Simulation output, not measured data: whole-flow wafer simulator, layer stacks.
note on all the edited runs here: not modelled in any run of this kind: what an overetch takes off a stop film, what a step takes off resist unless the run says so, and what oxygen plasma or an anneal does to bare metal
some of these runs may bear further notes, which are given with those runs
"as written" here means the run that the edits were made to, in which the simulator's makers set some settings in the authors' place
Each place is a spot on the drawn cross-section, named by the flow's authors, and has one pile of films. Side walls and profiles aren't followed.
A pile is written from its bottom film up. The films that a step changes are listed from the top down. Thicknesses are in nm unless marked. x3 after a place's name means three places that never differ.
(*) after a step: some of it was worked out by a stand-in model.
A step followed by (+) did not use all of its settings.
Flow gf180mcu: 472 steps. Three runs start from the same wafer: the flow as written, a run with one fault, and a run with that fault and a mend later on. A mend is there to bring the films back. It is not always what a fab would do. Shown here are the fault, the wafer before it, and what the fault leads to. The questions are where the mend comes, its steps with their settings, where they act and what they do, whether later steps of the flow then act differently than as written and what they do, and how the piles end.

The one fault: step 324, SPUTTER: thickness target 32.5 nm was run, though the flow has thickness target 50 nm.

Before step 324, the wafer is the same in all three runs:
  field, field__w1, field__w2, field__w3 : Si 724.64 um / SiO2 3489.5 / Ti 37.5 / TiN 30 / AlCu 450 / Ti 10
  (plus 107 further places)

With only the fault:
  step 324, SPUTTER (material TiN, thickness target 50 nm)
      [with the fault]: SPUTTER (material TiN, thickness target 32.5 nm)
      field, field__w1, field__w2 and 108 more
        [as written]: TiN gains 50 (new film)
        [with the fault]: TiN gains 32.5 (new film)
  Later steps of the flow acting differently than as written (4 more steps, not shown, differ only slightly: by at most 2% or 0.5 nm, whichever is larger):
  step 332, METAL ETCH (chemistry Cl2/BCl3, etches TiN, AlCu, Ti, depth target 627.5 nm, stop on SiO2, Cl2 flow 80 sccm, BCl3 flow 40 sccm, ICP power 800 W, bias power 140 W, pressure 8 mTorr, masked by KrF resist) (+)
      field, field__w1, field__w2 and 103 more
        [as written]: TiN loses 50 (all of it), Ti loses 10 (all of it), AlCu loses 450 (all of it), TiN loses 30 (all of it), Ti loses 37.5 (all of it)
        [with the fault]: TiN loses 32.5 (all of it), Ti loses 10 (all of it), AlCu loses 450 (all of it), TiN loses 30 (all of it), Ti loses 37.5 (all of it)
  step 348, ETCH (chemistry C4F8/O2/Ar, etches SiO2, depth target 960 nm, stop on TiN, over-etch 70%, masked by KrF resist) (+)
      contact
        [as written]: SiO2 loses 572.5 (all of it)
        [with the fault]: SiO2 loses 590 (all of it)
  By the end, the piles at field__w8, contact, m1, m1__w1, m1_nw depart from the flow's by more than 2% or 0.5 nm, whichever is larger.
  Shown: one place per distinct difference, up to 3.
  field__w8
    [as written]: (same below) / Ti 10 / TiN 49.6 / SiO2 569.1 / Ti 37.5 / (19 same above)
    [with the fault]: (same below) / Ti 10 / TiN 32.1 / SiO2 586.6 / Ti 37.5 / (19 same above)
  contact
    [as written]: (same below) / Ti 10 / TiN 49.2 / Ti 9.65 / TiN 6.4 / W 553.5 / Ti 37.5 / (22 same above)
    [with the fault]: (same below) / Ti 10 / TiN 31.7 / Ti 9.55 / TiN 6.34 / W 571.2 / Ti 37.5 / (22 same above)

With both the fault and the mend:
  The mend stands after step 331.
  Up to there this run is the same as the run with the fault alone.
  step 331a, STRIP (chemistry O2/N2, power 2160 W, pressure 1700 mTorr) (*)
      field__w8, contact, m1, m1__w1, m1_nw
        KrF resist loses 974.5 (all of it)
  step 331b, SPUTTER (material TiN, thickness target 17.5 nm) (the flow's step 324 again, with other settings)
      field, field__w1, field__w2 and 108 more
        TiN gains 17.5
  step 331c, HMDS (120 C, 60 s) (the flow's step 326 again)
      leaves every film unchanged at each place that is followed
  step 331d, COAT (KrF resist, thickness 1000 nm) (the flow's step 327 again)
      field, field__w1, field__w2 and 108 more
        KrF resist gains 1000 (new film)
  step 331e, SOFTBAKE (KrF resist) (the flow's step 328 again)
      leaves every film unchanged at each place that is followed
  step 331f, EXPOSE (photomask Metal3) (the flow's step 329 again)
      leaves every film unchanged at each place that is followed
  step 331g, PEB (KrF resist, 135 C, 90 s) (the flow's step 330 again)
      field, field__w1, field__w2 and 108 more
        KrF resist loses 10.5
  step 331h, DEVELOP (thickness 1000 nm, 60 s) (the flow's step 331 again)
      field, field__w1, field__w2 and 103 more
        KrF resist loses 989.5 (all of it)
      field__w8, contact, m1, m1__w1, m1_nw
        KrF resist loses 14.9
  None of the later steps of the flow acts differently than as written at any place that is followed.
  By the end, the piles equal the flow's at every place that both follow.
